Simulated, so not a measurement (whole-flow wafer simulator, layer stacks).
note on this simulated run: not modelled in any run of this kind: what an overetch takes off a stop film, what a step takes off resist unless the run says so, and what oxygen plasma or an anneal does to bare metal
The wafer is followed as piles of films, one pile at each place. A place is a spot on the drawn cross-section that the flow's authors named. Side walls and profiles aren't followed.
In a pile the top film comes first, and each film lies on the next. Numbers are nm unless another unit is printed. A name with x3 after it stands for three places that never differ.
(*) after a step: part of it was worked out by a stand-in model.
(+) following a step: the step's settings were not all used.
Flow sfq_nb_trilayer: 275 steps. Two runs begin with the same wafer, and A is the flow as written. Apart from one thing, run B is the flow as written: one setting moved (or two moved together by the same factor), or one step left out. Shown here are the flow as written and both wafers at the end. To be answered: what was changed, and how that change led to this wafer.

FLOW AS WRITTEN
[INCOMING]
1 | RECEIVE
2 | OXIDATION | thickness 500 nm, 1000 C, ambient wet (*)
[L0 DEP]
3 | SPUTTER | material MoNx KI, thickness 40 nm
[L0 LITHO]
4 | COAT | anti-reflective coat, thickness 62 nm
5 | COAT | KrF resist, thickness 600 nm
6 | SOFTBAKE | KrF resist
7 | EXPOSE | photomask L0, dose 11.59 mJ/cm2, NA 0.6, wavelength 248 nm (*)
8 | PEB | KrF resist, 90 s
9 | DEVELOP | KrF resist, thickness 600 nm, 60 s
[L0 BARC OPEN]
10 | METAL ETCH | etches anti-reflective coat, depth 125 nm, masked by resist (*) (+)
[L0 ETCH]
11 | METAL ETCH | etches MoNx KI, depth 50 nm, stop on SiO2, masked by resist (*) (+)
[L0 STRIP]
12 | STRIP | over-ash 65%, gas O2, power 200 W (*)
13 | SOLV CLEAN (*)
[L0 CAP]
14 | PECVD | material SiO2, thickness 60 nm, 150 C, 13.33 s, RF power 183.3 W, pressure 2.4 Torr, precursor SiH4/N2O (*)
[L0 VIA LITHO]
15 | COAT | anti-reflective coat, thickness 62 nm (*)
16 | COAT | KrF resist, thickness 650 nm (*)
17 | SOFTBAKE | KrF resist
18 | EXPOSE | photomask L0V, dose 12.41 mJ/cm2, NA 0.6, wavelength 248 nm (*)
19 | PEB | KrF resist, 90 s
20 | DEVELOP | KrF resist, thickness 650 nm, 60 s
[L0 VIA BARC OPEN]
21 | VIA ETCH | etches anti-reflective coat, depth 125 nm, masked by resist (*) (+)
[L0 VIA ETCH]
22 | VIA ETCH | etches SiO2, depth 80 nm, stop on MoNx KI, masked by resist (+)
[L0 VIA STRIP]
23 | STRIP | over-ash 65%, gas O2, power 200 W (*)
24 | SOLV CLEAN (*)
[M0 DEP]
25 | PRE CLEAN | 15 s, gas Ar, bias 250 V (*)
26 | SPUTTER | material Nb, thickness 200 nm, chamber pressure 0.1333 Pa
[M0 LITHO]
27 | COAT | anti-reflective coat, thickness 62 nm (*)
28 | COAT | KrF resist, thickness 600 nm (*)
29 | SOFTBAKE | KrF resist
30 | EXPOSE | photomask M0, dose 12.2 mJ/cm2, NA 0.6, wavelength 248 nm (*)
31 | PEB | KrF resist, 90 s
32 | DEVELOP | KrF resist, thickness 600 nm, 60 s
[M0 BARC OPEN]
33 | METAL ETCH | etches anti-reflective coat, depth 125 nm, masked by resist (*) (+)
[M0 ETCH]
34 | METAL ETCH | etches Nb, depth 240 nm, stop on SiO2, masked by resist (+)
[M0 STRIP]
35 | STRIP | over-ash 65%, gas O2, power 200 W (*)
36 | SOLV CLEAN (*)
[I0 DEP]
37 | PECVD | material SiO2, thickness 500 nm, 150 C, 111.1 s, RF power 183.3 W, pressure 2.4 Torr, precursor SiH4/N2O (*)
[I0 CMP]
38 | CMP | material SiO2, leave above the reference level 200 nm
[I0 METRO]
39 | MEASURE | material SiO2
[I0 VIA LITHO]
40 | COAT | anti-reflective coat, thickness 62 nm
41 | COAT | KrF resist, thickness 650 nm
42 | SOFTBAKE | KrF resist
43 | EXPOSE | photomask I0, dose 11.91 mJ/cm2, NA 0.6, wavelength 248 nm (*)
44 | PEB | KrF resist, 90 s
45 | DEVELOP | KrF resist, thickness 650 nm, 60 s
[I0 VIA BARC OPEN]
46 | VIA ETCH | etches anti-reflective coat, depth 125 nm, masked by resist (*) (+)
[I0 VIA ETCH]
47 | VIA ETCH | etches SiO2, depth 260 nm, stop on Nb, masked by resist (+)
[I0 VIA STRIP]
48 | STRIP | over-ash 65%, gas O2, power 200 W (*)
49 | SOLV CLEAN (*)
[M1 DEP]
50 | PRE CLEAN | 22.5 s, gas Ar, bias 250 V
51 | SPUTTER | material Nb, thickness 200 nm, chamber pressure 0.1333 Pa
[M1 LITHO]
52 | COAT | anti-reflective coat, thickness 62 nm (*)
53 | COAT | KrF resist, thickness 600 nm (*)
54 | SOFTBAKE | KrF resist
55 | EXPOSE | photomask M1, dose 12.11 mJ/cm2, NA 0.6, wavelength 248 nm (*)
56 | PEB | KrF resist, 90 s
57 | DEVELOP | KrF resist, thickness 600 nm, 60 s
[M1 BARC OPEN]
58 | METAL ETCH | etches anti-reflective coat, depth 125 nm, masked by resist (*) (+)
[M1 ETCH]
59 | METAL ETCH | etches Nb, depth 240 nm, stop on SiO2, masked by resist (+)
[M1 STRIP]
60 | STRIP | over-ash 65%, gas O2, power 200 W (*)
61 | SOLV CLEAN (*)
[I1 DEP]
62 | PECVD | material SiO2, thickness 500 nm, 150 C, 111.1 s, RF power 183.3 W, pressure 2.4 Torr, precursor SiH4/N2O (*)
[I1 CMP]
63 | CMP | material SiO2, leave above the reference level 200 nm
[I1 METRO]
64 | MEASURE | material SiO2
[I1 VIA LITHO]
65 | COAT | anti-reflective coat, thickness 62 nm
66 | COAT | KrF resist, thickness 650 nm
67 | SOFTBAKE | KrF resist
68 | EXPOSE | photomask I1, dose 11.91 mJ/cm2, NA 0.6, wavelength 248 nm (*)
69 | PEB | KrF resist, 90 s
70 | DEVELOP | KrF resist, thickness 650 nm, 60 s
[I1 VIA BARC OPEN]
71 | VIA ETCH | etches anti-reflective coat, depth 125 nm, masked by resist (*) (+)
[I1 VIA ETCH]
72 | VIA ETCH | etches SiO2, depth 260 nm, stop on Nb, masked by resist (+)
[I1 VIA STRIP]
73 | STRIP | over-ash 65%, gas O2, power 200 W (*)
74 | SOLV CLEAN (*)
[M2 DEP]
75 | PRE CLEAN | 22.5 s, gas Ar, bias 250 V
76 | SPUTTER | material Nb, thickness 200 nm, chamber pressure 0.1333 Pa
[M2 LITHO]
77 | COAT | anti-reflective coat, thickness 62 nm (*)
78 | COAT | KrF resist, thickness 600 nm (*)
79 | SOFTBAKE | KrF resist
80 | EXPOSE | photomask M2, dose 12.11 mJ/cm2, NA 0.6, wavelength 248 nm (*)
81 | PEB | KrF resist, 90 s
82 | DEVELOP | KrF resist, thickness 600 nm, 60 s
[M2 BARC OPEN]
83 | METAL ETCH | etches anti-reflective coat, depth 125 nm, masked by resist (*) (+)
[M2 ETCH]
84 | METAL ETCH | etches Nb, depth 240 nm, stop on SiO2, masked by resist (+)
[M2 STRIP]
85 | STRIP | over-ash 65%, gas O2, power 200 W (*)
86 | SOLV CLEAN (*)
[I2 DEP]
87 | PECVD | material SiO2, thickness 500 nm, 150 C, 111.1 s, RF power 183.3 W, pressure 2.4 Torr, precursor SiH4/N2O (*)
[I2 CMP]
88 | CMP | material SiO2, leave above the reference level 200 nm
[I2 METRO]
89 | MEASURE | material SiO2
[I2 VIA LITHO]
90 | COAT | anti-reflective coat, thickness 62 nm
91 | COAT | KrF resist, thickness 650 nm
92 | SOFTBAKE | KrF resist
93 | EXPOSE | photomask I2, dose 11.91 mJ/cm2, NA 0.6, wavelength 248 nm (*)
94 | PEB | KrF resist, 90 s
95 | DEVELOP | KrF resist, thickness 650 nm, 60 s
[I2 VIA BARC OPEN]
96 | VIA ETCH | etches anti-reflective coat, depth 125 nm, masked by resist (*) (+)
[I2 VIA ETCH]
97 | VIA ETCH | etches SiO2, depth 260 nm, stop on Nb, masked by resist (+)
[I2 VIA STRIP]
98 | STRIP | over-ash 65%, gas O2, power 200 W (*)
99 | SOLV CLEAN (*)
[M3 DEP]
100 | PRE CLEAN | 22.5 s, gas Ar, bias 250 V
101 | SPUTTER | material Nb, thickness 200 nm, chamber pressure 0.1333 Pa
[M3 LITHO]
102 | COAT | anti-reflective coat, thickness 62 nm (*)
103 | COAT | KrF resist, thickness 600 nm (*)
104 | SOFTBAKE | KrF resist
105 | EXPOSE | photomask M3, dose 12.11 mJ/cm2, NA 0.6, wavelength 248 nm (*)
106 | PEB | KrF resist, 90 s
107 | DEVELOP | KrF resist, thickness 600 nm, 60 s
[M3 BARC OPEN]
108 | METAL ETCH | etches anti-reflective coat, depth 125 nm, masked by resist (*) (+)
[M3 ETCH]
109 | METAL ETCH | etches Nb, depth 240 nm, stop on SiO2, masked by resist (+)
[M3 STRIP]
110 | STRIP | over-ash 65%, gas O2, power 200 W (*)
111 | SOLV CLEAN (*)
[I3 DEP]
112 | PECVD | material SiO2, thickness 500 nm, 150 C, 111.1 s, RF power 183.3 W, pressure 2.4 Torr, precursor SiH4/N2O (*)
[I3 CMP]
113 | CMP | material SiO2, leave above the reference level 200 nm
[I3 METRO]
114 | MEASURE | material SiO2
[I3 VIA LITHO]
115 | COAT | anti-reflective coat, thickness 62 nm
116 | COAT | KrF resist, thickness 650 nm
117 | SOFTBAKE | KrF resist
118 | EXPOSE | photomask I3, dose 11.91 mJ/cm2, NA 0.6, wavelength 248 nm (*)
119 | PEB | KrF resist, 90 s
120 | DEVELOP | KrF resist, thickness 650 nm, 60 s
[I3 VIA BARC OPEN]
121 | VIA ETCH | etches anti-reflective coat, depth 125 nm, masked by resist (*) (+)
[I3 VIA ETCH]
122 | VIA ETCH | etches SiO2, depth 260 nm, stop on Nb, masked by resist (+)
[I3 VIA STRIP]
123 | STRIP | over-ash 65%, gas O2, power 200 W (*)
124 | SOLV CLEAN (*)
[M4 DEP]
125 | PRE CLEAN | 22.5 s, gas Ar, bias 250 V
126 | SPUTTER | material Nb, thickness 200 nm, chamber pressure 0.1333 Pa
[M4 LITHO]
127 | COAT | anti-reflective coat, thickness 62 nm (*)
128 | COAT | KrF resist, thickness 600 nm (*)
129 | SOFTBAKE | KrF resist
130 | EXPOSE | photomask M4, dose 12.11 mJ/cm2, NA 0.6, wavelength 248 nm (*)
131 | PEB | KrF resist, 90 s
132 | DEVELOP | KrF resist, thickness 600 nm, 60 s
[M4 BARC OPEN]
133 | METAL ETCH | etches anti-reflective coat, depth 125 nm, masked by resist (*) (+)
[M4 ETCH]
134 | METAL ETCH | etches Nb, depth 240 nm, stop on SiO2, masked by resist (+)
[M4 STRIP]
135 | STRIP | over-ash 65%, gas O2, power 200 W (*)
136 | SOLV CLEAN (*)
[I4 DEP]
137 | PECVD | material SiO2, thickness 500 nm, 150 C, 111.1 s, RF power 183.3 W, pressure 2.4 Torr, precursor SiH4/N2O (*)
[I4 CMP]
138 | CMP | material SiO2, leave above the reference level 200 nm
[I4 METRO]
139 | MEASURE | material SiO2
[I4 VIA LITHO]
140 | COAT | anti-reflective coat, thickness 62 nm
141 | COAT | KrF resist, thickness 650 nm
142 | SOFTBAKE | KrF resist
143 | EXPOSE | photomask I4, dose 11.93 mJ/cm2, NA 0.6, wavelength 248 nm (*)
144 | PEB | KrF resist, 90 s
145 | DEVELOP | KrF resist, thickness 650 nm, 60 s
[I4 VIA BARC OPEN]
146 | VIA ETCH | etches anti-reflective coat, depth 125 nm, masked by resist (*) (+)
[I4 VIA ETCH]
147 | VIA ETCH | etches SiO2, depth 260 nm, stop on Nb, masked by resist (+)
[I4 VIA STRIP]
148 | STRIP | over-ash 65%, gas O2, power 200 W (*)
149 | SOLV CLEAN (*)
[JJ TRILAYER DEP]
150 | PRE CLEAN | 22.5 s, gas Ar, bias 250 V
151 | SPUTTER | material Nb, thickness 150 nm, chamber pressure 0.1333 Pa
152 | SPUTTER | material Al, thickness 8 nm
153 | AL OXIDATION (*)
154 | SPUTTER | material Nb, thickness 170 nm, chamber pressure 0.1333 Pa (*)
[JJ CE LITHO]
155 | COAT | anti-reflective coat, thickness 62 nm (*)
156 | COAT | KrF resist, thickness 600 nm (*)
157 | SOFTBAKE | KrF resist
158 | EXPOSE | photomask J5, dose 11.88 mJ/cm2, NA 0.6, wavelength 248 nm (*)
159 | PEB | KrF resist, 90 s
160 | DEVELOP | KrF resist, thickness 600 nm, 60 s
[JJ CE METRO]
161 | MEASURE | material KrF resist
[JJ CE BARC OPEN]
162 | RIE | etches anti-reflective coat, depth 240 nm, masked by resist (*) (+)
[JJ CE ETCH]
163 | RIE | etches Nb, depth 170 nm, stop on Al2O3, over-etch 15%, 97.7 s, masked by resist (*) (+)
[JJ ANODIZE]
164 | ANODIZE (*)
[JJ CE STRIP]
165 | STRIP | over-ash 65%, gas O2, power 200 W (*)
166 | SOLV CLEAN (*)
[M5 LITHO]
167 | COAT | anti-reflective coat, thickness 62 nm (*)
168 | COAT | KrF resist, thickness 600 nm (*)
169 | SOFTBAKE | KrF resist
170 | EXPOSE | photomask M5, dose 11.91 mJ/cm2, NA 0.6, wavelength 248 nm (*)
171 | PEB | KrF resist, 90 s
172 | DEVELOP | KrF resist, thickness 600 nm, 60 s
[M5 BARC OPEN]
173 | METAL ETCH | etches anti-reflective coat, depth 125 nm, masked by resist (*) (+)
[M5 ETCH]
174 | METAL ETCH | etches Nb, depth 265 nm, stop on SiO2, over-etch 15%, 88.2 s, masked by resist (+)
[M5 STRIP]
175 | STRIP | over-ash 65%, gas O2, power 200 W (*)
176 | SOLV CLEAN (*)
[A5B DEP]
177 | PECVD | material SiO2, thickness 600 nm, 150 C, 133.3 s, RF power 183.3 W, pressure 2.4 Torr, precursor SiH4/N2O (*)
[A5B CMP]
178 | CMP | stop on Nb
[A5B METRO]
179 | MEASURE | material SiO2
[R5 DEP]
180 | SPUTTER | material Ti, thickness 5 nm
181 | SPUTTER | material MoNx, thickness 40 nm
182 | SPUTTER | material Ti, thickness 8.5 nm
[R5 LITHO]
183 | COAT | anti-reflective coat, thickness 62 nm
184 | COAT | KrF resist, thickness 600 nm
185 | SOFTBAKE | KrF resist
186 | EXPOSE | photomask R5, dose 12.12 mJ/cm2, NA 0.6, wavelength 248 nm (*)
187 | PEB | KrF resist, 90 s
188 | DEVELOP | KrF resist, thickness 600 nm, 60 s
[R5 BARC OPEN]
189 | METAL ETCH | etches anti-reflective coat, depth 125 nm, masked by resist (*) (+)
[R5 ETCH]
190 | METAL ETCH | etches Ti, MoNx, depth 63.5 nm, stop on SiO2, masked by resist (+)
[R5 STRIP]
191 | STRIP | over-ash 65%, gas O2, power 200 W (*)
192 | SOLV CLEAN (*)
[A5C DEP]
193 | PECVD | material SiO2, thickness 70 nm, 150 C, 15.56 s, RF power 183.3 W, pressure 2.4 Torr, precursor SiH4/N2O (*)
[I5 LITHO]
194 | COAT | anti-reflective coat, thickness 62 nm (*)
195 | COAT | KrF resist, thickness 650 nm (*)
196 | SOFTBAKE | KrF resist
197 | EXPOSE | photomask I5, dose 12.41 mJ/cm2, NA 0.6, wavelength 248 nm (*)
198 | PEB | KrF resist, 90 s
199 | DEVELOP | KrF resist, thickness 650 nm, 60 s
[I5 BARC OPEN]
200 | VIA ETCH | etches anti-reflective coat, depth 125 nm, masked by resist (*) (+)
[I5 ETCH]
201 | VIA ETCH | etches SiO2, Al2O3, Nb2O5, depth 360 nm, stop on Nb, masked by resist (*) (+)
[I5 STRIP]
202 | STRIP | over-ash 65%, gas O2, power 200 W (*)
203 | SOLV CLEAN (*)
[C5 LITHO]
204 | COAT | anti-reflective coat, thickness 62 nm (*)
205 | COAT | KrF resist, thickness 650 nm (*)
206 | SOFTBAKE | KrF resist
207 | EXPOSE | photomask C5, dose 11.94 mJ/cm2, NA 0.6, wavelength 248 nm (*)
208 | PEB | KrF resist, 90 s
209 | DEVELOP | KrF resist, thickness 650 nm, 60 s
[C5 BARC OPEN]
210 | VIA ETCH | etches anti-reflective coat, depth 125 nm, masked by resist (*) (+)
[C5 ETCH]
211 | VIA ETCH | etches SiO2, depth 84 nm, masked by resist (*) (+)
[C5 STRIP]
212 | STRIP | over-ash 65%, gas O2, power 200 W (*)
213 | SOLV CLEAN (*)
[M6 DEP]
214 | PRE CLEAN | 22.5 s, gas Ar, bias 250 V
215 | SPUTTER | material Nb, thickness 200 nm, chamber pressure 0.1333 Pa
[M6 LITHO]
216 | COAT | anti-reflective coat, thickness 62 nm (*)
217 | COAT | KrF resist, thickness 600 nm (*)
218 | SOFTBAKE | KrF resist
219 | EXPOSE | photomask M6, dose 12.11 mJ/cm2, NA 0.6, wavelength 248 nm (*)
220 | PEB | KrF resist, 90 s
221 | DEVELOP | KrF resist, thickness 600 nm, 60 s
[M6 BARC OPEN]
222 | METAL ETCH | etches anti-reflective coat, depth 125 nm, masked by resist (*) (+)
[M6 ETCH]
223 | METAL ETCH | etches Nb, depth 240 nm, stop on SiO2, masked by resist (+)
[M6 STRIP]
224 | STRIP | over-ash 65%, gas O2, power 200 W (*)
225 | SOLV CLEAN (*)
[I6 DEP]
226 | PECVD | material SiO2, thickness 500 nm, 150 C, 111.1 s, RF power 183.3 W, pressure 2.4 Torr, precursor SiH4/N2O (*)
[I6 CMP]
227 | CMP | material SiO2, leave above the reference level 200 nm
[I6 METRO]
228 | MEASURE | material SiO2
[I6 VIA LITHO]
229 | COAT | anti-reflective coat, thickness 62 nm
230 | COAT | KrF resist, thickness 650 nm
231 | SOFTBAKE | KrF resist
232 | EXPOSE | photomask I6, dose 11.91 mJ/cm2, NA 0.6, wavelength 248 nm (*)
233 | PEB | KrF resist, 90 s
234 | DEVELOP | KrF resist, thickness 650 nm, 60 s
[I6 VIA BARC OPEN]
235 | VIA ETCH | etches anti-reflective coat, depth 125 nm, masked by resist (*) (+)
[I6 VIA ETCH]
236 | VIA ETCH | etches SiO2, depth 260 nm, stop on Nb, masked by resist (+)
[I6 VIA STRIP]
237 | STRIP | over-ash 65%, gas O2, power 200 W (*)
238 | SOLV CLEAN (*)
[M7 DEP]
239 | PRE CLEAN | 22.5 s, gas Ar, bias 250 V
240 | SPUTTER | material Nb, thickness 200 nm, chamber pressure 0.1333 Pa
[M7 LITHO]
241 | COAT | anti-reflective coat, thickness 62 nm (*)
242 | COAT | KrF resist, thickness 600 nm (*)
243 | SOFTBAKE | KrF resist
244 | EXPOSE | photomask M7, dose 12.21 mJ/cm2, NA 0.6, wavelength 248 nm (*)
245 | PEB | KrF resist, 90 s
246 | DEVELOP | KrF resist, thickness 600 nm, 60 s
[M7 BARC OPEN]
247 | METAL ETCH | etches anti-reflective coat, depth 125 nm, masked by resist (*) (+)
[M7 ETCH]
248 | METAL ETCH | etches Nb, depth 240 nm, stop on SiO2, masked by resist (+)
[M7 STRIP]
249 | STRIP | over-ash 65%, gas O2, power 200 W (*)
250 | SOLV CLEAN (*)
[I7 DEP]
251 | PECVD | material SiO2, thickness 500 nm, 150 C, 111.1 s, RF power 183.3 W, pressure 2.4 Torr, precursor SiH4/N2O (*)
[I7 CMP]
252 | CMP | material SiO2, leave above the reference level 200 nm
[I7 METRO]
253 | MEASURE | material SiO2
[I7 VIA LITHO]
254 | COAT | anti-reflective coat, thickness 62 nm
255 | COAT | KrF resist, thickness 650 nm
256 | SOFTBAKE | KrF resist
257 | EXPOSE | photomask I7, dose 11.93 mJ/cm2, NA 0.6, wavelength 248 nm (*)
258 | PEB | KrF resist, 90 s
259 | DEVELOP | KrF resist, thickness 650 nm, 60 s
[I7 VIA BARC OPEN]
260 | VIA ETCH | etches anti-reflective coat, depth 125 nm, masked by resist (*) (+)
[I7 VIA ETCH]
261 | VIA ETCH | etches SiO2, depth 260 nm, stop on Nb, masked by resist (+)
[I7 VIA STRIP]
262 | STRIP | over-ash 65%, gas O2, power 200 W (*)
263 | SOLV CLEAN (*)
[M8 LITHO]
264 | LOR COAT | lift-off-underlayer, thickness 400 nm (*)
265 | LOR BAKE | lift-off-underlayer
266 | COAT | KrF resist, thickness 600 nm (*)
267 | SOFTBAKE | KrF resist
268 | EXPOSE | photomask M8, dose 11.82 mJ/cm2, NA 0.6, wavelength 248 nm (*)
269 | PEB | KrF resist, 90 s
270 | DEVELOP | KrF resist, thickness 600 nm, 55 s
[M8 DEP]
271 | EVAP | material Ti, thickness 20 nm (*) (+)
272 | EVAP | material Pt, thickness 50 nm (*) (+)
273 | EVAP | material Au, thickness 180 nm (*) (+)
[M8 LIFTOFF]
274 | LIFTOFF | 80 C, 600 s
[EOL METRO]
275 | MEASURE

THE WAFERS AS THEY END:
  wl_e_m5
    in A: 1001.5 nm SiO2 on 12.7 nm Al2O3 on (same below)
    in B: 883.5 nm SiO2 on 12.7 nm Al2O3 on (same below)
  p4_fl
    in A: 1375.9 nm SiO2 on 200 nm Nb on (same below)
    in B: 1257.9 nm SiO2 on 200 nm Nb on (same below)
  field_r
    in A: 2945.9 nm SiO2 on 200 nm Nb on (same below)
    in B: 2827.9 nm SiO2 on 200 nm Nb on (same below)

The reason: step 240, SPUTTER: thickness 82 nm was run, whereas the flow has thickness 200 nm.

The path from the change to this, step by step:
  240 | SPUTTER | material Nb, thickness 200 nm, chamber pressure 0.1333 Pa
      field_l, v_sur, via_wl and 102 more: A Nb gains 200 (new film) | B Nb gains 82 (new film)
      via_v: A Nb gains 161.1 | B Nb gains 65.9
  241 | COAT | anti-reflective coat, thickness 62 nm (*)
      via_v: A anti-reflective coat gains 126 (new film) | B anti-reflective coat gains 119.6 (new film)
  248 | METAL ETCH | etches Nb, depth 240 nm, stop on SiO2, masked by resist (+)
      field_l, field_r, lsp_l and 62 more: A Nb loses 200 (all of it) | B Nb loses 82 (all of it)
      v_sur, via_wl, via_w and 38 more: A KrF resist loses 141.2 | B KrF resist loses 72.4
  249 | STRIP | over-ash 65%, gas O2, power 200 W (*)
      wl_j_sl, wl_jj, wl_j_sr and 14 more: A KrF resist loses 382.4 (all of it), anti-reflective coat loses 62 (all of it) | B KrF resist loses 451.2 (all of it), anti-reflective coat loses 62 (all of it)
      ln_m5, lsp_m, ln_m6, lsp_r: A KrF resist loses 381.9 (all of it), anti-reflective coat loses 61.8 (all of it) | B KrF resist loses 450.8 (all of it), anti-reflective coat loses 61.8 (all of it)
      (and at 20 other places as well)
  251 | PECVD | material SiO2, thickness 500 nm, 150 C, 111.1 s, RF power 183.3 W, pressure 2.4 Torr, precursor SiH4/N2O (*)
      field_r, lsp_l: A SiO2 gains 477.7 | B SiO2 gains 490.8
      l0_sur, l0v: A SiO2 gains 487.8 | B SiO2 gains 500
      (and at 3 other places as well)
  252 | CMP | material SiO2, leave above the reference level 200 nm
      field_l, p4_fl, p4_fm and 56 more: A SiO2 loses 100 | B SiO2 loses 218
      field_r, lsp_l: A SiO2 loses 77.7 | B SiO2 loses 208.8
      (and at 5 other places as well)
